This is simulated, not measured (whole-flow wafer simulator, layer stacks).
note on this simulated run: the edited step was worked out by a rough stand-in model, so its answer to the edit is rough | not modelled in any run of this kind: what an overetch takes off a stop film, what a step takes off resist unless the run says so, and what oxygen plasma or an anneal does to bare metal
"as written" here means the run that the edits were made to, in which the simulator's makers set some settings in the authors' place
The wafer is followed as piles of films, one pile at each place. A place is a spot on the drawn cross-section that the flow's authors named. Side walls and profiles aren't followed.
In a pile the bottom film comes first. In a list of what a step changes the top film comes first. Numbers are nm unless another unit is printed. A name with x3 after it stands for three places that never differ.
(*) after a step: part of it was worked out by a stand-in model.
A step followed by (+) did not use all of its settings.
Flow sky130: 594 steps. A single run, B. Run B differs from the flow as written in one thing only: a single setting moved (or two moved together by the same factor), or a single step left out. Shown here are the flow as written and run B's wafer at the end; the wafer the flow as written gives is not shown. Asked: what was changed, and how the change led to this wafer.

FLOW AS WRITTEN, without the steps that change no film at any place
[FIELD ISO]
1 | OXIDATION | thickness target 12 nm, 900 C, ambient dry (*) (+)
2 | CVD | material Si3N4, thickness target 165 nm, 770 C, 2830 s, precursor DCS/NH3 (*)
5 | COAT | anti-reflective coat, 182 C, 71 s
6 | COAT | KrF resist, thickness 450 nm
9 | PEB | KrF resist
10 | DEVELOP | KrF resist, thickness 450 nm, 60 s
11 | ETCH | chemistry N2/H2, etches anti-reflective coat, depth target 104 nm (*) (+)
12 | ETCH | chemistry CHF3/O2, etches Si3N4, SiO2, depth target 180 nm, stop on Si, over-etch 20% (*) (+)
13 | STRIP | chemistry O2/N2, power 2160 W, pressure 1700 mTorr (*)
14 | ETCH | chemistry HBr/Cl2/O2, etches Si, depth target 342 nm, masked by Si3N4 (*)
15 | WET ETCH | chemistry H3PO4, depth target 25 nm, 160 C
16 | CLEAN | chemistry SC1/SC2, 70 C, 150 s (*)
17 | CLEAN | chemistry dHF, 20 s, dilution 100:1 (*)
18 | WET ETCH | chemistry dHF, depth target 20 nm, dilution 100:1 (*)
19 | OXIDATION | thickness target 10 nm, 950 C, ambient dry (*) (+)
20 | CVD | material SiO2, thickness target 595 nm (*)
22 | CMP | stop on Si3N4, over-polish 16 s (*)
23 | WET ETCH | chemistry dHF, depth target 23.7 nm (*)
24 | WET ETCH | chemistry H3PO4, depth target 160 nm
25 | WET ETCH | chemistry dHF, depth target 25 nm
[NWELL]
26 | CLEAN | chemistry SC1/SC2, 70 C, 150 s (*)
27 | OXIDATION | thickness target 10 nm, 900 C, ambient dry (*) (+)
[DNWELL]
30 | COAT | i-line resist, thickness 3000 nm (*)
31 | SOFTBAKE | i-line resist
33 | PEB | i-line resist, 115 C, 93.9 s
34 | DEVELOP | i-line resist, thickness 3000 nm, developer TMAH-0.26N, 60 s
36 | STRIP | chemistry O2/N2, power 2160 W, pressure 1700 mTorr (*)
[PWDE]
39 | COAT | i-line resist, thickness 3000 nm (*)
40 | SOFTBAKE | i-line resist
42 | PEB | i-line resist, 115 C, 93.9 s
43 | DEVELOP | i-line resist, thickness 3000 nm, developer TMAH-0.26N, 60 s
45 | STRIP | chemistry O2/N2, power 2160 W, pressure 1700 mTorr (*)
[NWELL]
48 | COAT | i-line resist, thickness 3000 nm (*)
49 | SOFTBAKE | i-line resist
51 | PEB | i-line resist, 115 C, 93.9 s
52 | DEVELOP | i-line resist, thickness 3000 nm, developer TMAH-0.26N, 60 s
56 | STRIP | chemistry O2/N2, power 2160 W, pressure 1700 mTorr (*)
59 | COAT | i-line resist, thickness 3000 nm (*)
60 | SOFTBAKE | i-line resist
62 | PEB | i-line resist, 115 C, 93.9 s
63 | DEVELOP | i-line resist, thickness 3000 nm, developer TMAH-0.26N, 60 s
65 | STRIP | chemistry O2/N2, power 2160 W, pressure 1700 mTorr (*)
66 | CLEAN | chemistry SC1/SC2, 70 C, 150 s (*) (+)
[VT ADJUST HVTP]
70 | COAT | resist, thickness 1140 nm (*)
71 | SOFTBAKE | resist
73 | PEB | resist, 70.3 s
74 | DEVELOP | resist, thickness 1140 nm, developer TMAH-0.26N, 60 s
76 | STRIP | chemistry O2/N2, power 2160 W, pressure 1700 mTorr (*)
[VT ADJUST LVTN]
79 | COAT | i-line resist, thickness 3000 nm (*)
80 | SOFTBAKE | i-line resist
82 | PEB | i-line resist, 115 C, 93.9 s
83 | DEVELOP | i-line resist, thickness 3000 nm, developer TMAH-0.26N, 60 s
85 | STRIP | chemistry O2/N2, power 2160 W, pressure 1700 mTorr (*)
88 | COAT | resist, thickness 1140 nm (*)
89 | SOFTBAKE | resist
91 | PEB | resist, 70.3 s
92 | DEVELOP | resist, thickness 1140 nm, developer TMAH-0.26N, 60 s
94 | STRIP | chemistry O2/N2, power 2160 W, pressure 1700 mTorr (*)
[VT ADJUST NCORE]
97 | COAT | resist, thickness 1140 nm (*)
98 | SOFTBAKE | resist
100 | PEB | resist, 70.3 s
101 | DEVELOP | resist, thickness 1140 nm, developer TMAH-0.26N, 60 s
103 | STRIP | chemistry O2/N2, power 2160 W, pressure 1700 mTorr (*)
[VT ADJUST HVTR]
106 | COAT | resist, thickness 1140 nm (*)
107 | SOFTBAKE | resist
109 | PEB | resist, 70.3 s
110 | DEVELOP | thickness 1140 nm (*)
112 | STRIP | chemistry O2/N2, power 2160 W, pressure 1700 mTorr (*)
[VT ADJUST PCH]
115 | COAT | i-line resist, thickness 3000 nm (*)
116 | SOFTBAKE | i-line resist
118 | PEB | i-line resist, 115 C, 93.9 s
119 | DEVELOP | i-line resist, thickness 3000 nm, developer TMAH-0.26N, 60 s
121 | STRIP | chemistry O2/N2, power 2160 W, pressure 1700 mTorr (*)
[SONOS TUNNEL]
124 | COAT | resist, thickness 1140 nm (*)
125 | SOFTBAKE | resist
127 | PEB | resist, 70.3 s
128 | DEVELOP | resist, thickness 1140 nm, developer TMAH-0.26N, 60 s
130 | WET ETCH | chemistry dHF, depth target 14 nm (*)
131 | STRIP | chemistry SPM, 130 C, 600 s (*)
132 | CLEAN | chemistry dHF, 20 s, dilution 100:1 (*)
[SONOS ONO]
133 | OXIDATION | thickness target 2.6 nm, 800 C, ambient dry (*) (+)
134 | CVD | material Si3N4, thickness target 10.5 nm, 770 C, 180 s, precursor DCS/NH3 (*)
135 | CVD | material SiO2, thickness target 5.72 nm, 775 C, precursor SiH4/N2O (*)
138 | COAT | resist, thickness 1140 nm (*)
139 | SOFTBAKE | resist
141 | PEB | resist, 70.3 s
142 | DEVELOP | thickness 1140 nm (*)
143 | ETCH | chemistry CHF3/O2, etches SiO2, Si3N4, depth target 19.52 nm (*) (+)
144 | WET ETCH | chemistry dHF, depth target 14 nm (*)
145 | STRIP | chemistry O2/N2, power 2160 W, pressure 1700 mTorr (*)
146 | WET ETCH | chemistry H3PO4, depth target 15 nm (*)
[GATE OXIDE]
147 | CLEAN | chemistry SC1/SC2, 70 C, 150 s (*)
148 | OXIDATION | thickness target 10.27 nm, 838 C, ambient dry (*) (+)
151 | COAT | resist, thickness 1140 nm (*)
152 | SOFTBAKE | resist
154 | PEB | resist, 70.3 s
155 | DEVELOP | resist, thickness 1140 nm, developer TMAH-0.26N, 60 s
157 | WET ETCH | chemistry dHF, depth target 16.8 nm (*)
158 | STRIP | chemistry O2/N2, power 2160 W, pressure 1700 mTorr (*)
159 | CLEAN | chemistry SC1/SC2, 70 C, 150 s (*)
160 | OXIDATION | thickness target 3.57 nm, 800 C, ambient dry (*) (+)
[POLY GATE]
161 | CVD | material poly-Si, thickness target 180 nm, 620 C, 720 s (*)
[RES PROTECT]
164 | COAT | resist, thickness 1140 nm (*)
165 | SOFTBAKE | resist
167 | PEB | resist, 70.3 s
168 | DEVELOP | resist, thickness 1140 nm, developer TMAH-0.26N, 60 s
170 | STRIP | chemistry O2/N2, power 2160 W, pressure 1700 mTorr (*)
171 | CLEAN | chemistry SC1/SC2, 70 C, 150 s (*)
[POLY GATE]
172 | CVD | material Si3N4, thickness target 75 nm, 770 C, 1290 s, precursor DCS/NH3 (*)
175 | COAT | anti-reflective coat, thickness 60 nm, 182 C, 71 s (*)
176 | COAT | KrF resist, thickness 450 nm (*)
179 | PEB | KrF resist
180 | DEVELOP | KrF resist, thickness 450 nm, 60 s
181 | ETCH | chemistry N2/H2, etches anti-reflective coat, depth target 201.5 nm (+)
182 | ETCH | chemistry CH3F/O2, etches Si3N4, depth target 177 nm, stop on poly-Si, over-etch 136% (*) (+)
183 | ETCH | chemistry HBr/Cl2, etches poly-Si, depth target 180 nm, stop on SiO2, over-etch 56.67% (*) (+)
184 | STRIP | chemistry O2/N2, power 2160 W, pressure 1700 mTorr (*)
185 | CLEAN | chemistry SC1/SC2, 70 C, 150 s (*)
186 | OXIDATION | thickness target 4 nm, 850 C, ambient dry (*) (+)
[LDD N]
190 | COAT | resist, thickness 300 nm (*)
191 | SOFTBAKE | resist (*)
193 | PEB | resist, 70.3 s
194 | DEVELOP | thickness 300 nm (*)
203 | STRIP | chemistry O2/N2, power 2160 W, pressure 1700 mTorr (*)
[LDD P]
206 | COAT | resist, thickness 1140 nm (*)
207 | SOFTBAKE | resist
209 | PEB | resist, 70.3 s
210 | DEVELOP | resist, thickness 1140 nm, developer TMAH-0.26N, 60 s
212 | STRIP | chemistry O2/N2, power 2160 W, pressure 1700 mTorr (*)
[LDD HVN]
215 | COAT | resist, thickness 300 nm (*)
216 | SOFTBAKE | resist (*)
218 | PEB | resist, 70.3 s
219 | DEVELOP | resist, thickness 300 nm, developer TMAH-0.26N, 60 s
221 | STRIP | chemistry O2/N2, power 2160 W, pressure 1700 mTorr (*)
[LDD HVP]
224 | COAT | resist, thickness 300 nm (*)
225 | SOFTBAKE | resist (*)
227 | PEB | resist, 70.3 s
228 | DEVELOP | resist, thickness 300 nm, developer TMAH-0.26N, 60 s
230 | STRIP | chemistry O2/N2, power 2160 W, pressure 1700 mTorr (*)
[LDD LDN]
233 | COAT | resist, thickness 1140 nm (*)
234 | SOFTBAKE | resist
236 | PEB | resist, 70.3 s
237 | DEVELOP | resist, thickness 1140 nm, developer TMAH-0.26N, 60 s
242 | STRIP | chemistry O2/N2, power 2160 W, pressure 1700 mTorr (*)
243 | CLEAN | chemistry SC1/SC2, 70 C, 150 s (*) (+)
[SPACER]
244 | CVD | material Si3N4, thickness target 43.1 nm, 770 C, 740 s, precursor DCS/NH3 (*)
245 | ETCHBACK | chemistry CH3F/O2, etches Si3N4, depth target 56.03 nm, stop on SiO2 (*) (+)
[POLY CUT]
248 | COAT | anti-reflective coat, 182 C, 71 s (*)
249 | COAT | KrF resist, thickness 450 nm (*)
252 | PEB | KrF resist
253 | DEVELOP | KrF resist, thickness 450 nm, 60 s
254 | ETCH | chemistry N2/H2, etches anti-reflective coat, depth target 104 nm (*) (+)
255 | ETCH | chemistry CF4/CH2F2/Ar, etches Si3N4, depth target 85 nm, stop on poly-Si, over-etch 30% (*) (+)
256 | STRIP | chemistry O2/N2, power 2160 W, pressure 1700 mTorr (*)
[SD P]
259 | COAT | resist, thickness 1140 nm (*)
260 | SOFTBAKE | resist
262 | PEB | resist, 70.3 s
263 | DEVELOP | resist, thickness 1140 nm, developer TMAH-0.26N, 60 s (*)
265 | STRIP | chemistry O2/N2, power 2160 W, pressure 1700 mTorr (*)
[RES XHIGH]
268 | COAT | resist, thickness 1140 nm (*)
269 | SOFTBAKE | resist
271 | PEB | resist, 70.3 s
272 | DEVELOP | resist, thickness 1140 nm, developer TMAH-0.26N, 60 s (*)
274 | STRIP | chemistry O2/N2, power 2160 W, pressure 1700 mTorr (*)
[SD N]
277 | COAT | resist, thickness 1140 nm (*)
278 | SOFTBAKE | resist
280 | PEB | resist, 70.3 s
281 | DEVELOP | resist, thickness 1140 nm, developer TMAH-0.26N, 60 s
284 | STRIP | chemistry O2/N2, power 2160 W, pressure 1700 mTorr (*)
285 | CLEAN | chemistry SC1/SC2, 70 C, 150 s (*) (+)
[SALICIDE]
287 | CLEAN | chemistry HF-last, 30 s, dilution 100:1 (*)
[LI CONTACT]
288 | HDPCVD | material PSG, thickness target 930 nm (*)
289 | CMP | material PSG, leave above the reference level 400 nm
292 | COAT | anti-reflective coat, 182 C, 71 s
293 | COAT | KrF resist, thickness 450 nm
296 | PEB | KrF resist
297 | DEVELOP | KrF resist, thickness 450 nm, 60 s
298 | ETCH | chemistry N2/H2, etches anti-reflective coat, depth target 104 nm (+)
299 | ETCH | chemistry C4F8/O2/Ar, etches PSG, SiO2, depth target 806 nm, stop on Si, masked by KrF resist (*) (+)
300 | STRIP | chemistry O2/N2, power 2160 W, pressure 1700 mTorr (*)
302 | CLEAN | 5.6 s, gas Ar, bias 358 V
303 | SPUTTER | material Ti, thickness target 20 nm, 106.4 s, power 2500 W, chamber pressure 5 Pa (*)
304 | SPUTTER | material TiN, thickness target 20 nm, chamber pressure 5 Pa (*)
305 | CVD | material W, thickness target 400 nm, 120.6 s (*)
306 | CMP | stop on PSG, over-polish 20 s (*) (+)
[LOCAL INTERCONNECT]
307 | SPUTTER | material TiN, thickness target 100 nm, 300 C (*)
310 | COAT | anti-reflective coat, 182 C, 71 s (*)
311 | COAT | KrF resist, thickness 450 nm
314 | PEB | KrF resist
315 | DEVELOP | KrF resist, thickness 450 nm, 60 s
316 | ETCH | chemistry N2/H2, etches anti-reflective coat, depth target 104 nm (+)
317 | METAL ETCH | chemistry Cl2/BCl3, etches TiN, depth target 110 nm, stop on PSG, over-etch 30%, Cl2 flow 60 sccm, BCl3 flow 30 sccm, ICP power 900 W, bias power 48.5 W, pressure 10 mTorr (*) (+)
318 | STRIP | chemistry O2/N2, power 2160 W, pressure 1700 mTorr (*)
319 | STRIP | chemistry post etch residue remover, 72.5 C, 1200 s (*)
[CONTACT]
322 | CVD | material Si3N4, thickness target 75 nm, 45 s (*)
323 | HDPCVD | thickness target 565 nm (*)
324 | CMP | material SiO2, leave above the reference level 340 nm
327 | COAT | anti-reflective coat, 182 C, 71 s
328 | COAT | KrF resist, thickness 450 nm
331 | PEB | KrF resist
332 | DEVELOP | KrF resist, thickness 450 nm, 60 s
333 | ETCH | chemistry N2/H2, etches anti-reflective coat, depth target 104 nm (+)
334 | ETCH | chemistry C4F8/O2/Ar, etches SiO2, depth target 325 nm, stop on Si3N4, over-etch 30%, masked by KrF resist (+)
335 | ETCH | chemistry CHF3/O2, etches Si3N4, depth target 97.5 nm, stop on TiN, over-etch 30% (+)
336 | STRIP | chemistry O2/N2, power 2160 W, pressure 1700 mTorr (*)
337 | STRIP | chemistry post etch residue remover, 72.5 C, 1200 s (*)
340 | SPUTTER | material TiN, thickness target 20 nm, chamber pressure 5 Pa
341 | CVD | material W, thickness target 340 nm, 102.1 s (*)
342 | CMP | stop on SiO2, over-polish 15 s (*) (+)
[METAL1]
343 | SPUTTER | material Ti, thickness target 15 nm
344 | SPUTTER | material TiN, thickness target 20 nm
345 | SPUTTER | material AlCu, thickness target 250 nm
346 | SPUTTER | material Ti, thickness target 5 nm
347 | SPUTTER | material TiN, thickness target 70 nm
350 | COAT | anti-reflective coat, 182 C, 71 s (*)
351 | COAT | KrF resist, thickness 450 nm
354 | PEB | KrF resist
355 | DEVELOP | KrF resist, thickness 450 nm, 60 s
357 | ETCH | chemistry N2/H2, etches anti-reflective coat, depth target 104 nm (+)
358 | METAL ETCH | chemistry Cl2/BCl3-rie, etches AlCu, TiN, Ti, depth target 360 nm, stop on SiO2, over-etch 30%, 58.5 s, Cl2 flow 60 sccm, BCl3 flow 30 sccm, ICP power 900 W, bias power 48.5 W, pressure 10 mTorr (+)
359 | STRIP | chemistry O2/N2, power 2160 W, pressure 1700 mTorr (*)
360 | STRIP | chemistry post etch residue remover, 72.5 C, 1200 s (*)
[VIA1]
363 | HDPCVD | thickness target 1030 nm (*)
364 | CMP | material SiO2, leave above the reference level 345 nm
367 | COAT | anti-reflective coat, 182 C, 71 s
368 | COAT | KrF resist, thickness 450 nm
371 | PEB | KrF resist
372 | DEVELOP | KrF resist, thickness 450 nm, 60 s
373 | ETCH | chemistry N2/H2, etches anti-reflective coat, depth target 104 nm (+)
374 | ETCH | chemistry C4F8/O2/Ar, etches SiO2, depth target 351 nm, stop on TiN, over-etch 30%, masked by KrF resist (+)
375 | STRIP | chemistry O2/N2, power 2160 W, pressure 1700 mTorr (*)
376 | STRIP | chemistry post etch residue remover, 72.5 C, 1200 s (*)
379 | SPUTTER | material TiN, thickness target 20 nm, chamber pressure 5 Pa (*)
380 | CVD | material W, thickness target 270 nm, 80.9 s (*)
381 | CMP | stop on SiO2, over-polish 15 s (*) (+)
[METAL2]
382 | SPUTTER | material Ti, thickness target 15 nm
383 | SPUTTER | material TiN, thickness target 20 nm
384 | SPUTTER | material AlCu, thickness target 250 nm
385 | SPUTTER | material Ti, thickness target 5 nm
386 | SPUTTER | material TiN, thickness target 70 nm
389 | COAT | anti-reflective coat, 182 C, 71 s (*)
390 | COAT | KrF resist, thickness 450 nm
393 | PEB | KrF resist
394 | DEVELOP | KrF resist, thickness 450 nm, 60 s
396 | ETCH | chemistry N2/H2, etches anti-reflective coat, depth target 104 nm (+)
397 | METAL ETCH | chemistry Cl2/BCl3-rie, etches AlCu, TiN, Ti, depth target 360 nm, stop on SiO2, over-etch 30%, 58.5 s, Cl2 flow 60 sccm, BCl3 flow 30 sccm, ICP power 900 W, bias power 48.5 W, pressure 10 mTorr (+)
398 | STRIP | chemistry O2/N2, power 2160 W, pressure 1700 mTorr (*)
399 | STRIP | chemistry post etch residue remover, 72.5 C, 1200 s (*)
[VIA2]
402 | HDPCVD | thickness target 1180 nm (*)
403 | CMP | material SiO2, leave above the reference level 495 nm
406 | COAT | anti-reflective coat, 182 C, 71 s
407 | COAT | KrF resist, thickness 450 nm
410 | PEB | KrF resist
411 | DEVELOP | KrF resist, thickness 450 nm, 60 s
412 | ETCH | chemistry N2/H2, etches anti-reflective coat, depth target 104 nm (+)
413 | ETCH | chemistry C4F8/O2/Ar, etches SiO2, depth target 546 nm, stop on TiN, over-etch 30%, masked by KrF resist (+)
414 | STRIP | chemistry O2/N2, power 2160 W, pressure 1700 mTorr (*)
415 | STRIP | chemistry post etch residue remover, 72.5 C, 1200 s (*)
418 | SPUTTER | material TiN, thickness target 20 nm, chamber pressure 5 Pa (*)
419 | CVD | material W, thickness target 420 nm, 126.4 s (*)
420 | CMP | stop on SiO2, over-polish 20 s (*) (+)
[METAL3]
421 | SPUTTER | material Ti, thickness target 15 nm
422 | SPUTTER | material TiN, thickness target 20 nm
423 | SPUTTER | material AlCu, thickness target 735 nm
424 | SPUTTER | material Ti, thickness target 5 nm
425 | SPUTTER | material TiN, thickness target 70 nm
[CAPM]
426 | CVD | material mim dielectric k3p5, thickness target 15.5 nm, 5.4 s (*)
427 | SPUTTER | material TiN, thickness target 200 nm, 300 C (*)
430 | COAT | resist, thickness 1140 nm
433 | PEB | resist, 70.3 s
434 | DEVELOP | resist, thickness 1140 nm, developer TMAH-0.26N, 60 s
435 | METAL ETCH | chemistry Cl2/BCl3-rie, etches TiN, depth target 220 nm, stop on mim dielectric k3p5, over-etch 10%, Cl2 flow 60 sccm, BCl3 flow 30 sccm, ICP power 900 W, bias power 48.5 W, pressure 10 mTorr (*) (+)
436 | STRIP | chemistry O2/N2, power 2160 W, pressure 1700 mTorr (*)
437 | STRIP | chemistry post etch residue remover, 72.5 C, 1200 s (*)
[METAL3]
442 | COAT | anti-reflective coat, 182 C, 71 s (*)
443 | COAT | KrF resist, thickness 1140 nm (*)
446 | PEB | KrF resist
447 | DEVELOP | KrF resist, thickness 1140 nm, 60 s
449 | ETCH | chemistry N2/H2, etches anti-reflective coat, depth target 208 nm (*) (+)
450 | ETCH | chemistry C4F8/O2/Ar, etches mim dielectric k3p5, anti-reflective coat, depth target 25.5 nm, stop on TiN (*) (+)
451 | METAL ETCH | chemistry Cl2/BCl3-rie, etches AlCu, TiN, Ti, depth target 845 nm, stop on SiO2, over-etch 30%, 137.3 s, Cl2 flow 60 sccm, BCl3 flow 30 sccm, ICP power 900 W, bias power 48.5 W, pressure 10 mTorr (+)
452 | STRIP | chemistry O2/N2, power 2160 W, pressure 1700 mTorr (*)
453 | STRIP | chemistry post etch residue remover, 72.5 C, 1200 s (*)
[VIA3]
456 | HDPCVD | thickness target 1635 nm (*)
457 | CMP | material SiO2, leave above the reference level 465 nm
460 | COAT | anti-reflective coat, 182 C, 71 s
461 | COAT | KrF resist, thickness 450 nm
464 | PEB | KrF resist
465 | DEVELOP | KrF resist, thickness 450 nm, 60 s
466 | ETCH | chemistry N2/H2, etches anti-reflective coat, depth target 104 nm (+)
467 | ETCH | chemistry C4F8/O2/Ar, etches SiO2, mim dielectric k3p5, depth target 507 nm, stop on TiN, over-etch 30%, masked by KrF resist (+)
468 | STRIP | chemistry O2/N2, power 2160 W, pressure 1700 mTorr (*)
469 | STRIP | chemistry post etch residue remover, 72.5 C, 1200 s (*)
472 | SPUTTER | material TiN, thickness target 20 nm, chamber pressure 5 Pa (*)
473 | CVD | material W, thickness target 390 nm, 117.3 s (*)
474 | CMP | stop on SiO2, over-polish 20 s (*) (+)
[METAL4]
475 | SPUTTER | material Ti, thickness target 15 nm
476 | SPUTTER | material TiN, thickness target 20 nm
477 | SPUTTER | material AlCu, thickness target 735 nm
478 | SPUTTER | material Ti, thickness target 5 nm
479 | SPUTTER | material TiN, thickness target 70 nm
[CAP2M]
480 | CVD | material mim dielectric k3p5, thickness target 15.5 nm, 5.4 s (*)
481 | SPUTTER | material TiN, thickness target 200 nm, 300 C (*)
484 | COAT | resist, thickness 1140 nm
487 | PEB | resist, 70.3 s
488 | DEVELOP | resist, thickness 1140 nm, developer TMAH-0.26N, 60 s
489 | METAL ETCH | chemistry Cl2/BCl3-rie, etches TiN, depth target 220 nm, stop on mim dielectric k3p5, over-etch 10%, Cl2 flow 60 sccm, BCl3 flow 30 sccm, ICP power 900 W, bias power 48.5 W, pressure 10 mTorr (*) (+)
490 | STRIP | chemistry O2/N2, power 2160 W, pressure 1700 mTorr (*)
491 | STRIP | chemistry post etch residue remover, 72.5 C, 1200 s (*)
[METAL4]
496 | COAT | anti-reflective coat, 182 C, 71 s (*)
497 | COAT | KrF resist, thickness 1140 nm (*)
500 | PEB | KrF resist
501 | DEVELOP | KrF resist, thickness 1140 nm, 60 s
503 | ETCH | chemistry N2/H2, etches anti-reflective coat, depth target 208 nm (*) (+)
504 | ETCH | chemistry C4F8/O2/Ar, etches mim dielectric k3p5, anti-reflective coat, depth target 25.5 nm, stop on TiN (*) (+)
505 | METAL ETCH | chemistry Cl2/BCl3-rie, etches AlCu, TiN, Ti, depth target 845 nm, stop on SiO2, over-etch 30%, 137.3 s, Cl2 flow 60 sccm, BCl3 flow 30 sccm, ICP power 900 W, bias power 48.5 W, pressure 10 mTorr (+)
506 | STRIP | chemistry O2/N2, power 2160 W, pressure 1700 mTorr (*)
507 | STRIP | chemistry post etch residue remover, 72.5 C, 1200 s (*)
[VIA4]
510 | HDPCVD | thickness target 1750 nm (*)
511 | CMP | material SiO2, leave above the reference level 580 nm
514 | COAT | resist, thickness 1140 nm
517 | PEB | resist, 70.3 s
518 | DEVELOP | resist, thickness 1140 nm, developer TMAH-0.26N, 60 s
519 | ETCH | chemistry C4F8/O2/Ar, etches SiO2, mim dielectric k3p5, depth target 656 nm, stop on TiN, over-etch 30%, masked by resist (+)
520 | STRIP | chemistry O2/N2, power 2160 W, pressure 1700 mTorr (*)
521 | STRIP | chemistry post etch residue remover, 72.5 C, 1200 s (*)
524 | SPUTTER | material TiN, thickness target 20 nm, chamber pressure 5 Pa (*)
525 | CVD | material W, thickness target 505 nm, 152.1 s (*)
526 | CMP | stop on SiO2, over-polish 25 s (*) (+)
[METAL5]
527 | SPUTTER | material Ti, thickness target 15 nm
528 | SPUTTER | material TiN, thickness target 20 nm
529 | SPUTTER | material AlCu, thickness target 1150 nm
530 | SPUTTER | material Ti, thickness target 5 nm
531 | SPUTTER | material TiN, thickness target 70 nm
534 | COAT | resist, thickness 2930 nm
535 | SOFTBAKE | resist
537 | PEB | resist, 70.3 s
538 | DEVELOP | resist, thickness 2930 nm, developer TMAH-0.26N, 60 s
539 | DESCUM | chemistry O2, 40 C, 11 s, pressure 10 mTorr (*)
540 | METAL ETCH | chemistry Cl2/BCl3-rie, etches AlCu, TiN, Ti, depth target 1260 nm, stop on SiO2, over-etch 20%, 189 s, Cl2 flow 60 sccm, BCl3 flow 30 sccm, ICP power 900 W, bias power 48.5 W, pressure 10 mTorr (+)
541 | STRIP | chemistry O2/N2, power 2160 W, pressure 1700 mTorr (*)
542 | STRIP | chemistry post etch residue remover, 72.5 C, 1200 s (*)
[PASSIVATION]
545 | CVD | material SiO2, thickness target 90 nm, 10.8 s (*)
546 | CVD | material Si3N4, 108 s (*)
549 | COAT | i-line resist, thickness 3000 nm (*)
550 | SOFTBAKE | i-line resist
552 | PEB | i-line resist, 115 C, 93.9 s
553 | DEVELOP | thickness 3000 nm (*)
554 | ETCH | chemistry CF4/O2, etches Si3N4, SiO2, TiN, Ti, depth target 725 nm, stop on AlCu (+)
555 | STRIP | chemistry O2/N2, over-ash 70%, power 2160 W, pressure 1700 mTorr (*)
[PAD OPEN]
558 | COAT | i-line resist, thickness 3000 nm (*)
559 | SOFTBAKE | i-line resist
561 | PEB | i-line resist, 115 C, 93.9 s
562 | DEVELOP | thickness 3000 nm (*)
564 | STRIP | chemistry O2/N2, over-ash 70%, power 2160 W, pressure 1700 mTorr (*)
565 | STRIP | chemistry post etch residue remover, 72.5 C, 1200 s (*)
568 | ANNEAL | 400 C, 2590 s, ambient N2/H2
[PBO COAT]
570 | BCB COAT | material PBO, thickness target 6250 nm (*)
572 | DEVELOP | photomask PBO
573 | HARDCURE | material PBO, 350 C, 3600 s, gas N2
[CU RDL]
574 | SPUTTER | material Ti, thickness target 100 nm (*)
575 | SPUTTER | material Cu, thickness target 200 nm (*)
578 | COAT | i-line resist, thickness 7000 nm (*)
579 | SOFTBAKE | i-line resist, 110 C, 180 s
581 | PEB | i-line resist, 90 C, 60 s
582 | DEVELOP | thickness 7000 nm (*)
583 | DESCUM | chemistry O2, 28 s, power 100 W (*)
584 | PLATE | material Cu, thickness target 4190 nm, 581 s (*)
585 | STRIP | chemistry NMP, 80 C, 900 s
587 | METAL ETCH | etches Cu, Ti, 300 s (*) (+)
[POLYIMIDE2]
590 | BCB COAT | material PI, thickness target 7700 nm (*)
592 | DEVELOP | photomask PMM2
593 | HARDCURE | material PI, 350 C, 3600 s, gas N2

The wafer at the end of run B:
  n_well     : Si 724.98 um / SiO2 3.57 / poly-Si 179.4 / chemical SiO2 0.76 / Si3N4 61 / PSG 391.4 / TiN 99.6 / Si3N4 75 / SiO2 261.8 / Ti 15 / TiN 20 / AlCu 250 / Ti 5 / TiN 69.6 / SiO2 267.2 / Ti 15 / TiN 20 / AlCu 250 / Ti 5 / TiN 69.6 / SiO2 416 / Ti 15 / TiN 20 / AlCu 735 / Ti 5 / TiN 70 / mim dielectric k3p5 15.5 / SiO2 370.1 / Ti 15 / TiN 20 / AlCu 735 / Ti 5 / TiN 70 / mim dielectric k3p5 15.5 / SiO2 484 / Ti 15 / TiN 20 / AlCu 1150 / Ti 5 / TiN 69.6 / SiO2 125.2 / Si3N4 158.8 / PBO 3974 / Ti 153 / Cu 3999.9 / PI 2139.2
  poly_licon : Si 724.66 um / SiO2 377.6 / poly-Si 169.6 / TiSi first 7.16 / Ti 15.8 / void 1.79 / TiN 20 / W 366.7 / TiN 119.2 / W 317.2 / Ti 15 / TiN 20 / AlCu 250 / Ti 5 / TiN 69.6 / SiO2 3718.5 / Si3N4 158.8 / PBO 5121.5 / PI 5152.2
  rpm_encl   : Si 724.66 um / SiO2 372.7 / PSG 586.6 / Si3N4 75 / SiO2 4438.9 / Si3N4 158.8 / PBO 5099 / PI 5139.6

Cause: step 574, SPUTTER: thickness target 153 nm was run, whereas the flow has thickness target 100 nm.
One can read it off the wafer: n_well has Ti 153, and step 574 as written asks for 100 nm.

The path from the change to this, step by step:
  574 | SPUTTER | material Ti, thickness target 100 nm (*)
      field, active, n_well and 190 more: +153 Ti (new film) (in the flow as written it would be: +100 Ti (new film))
  587 | METAL ETCH | etches Cu, Ti, 300 s (*) (+)
      field, active, gate and 167 more: -200 Cu (all of it), -153 Ti (all of it) (in the flow as written it would be: -200 Cu (all of it), -100 Ti (all of it))
  590 | BCB COAT | material PI, thickness target 7700 nm (*)
      de16_gate_nw: +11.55 um PI (new film) (in the flow as written it would be: +11.5 um PI (new film))
